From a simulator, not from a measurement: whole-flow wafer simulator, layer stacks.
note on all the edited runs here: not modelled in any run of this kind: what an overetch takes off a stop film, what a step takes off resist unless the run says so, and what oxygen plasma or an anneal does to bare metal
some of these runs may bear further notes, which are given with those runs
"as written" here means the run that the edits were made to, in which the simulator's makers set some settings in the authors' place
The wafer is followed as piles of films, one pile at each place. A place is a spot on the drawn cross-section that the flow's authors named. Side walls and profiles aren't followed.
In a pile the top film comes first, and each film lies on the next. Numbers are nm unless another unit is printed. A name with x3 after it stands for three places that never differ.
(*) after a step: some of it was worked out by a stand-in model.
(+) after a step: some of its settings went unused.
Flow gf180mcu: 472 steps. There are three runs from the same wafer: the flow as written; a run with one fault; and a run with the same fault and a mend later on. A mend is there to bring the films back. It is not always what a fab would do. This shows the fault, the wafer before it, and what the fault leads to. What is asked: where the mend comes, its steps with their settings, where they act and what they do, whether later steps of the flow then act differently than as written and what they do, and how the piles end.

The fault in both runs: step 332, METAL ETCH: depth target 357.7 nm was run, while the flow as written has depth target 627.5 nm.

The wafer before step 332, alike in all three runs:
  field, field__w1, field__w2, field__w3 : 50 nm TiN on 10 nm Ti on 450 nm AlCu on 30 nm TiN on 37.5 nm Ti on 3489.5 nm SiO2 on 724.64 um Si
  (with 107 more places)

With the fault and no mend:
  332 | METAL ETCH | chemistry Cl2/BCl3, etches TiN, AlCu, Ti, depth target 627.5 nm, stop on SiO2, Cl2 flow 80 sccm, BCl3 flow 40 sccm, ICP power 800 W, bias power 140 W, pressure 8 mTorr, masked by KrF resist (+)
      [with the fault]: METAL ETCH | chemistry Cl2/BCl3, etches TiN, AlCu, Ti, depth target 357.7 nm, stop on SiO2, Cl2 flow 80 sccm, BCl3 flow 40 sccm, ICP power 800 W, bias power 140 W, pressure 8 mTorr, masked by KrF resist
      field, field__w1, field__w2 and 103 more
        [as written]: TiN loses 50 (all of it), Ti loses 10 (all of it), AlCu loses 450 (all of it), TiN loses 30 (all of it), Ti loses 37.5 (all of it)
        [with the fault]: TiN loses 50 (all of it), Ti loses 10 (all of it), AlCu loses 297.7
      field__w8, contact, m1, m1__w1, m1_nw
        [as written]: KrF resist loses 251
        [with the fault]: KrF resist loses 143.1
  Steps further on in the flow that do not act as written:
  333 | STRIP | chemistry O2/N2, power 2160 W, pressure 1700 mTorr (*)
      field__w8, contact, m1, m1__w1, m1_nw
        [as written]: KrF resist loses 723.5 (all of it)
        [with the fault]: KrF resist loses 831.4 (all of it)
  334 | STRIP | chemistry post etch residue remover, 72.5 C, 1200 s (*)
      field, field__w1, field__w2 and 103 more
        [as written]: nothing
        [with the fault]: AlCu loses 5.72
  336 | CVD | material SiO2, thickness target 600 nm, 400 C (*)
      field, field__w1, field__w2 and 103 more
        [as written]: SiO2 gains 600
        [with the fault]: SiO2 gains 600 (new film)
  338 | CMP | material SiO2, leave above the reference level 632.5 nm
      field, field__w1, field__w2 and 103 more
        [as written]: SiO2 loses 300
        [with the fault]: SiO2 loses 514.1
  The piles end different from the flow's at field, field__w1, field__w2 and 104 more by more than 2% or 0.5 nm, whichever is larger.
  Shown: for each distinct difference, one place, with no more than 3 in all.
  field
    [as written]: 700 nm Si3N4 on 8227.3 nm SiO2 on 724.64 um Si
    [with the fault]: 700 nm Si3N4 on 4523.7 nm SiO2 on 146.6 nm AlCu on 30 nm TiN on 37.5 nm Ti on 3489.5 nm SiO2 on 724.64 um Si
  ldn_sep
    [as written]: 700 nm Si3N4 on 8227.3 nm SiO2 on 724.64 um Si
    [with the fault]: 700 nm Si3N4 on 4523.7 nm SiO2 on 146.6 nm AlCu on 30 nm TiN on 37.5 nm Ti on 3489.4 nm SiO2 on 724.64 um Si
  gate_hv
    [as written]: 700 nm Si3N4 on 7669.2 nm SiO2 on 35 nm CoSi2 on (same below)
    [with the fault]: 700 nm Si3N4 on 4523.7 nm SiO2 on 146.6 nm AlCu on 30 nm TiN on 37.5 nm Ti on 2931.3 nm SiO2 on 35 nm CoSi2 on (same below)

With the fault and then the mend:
  After step 332 comes the mend.
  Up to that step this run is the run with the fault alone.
  332a | METAL ETCH | chemistry Cl2/BCl3, etches TiN, AlCu, Ti, depth target 269.8 nm, stop on SiO2, Cl2 flow 80 sccm, BCl3 flow 40 sccm, ICP power 800 W, bias power 140 W, pressure 8 mTorr, masked by KrF resist (+) (a further turn of the flow's step 332, with different settings)
      field, field__w1, field__w2 and 103 more
        AlCu loses 152.3 (all of it), TiN loses 30 (all of it), Ti loses 37.5 (all of it)
      field__w8, contact, m1, m1__w1, m1_nw
        KrF resist loses 107.9
  Later steps of the flow that are run all act as written at every place that is followed.
  At every place that both follow, the piles at the end match the flow's.
